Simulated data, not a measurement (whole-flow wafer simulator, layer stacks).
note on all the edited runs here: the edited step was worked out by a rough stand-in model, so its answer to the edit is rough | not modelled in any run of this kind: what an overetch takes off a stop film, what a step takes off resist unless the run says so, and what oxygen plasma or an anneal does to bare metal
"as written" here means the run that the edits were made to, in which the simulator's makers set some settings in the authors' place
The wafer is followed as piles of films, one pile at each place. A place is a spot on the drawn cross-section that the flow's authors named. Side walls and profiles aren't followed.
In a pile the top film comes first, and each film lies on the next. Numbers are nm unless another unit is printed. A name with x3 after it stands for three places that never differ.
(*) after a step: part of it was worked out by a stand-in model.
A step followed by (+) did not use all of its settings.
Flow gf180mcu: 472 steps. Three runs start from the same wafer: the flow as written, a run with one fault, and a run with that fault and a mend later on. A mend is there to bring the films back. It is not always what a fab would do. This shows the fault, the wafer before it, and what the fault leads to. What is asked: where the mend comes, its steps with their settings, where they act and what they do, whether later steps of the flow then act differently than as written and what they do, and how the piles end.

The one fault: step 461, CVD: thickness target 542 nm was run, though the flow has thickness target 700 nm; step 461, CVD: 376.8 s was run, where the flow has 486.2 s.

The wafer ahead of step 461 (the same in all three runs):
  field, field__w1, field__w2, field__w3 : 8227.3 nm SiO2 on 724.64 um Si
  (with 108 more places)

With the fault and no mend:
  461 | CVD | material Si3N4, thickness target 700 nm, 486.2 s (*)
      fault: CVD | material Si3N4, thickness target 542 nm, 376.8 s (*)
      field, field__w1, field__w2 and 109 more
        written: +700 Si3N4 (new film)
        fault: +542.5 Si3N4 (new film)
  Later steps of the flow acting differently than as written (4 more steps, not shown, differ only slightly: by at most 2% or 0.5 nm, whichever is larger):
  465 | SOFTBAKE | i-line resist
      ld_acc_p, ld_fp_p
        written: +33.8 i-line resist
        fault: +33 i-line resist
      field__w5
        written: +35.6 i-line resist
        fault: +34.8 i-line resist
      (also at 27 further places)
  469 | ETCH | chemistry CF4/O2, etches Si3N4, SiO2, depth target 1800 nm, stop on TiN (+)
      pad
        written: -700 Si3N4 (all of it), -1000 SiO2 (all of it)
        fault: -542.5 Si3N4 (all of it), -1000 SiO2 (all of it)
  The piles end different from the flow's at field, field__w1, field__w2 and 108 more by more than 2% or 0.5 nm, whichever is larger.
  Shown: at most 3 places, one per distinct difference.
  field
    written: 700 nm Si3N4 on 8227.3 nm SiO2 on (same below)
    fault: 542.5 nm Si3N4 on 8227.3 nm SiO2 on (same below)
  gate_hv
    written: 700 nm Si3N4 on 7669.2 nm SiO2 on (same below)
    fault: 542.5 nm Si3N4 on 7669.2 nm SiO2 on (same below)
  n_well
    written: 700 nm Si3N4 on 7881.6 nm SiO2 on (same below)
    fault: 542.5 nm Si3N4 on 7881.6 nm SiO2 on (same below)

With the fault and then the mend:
  The mend stands after step 468.
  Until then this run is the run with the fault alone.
  468a | STRIP | chemistry O2/N2, power 2160 W, pressure 1700 mTorr (*)
      iso_ptap_pw, iso_ntap_nw, iso_nw_fld and 33 more
        -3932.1 i-line resist (all of it)
      p_well, sti, spacer, sd_n, mim_1p0, dice_street
        -3938.2 i-line resist (all of it)
      field__w2, field__w3, field__w6
        -3985.6 i-line resist (all of it)
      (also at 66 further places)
  468b | CVD | material Si3N4, thickness target 158 nm, 109.7 s (*) (the flow's step 461, run once more with other settings)
      field, field__w1, field__w2 and 109 more
        +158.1 Si3N4
  468c | HMDS | 120 C, 60 s (the flow's step 463, run once more)
      alters no film at any place that is followed
  468d | COAT | i-line resist, thickness 4000 nm (*) (the flow's step 464, run once more)
      iso_ptap_pw, iso_ntap_nw, iso_nw_fld and 33 more
        +4000 i-line resist (new film)
      field__w9, field__w13, sd_p_hv, gate_p_hv, nplus_u, npoly_u
        +4017 i-line resist (new film)
      p_well, sti, spacer, sd_n, mim_1p0, dice_street
        +4006.3 i-line resist (new film)
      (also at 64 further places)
  468e | SOFTBAKE | i-line resist (the flow's step 465, run once more)
      ld_acc_p, ld_fp_p, ld_drift_p
        +33.8 i-line resist
      field__w2, field_sub__w4
        +33.4 i-line resist
      field__w11, field__w13
        +37.6 i-line resist
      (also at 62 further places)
  468f | EXPOSE | photomask Pad (the flow's step 466, run once more)
      alters no film at any place that is followed
  468g | PEB | i-line resist, 115 C, 93.9 s (the flow's step 467, run once more)
      iso_ptap_pw, iso_ntap_nw, iso_nw_fld and 33 more
        -67.9 i-line resist
      field, field__w2, field__w3 and 25 more
        -68.8 i-line resist
      field_sub, field_sub__w1, field_sub__w2 and 23 more
        -68.7 i-line resist
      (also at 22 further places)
  468h | DEVELOP | thickness 4000 nm (*) (the flow's step 468, run once more)
      field__w5, field__w7, field__w13 and 13 more
        -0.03 i-line resist
      pad
        -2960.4 i-line resist (all of it)
  Later steps of the flow that are run all act as written at every place that is followed, up to a difference of at most 2% or 0.5 nm, whichever is larger.
  When the end is reached, the piles differ only a little from the flow's at the places that both follow, at most by 2% or 0.5 nm, whichever is larger.
